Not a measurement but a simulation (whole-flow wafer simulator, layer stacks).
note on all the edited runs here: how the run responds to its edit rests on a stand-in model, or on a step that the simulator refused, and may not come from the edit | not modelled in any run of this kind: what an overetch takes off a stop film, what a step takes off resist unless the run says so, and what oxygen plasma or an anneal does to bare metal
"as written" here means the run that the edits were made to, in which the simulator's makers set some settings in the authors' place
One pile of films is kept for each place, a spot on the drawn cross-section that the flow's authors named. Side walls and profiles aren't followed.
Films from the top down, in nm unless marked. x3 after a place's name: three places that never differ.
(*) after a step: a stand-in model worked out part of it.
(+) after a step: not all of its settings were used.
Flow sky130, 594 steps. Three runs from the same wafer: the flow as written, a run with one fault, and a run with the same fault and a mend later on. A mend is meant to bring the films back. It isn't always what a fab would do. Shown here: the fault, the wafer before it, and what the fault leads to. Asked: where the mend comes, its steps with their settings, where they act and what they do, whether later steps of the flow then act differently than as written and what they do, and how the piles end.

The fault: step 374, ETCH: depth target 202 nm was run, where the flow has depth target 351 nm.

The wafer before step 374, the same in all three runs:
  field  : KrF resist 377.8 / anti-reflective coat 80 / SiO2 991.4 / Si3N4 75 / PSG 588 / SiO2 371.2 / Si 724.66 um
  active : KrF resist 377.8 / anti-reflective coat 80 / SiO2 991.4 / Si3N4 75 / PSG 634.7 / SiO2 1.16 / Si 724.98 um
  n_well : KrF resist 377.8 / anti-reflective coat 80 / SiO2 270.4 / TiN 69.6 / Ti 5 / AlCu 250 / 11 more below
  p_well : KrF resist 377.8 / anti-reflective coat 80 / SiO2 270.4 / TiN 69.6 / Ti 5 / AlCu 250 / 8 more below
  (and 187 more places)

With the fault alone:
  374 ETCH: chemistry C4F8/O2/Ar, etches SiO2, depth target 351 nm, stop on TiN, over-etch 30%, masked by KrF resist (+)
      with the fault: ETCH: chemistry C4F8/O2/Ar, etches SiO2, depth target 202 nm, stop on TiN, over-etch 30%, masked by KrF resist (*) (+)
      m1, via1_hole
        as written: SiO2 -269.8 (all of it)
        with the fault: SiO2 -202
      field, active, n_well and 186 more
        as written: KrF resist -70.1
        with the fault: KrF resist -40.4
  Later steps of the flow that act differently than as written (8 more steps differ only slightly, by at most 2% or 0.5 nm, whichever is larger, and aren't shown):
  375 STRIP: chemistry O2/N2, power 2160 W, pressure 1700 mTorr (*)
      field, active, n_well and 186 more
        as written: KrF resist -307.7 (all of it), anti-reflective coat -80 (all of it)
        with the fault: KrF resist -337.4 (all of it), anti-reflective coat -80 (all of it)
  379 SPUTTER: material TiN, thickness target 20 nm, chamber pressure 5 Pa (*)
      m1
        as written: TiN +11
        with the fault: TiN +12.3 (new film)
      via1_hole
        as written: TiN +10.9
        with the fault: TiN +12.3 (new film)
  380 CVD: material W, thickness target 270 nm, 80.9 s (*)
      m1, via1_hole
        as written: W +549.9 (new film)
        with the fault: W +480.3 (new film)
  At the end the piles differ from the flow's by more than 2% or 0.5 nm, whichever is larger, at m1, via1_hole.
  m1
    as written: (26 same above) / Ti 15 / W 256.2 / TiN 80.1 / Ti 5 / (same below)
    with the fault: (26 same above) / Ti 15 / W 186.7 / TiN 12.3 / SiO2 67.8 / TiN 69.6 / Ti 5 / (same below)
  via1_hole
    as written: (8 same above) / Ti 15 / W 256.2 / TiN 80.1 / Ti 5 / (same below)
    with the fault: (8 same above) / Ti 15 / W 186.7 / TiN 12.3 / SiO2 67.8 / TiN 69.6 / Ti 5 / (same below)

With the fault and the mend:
  The mend comes after step 374.
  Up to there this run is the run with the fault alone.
  374a ETCH: chemistry C4F8/O2/Ar, etches SiO2, depth target 149 nm, stop on TiN, over-etch 30%, masked by KrF resist (+) (the flow's step 374 once more, with other settings)
      field, active, n_well and 186 more
        KrF resist -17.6
      m1, via1_hole
        SiO2 -67.8 (all of it)
  Later steps of the flow that act differently than as written:
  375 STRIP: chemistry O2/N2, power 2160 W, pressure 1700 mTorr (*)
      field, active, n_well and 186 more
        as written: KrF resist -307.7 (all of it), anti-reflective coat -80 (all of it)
        with the mend: KrF resist -319.8 (all of it), anti-reflective coat -80 (all of it)
  At the end the piles are the same as the flow's at every place that both follow.
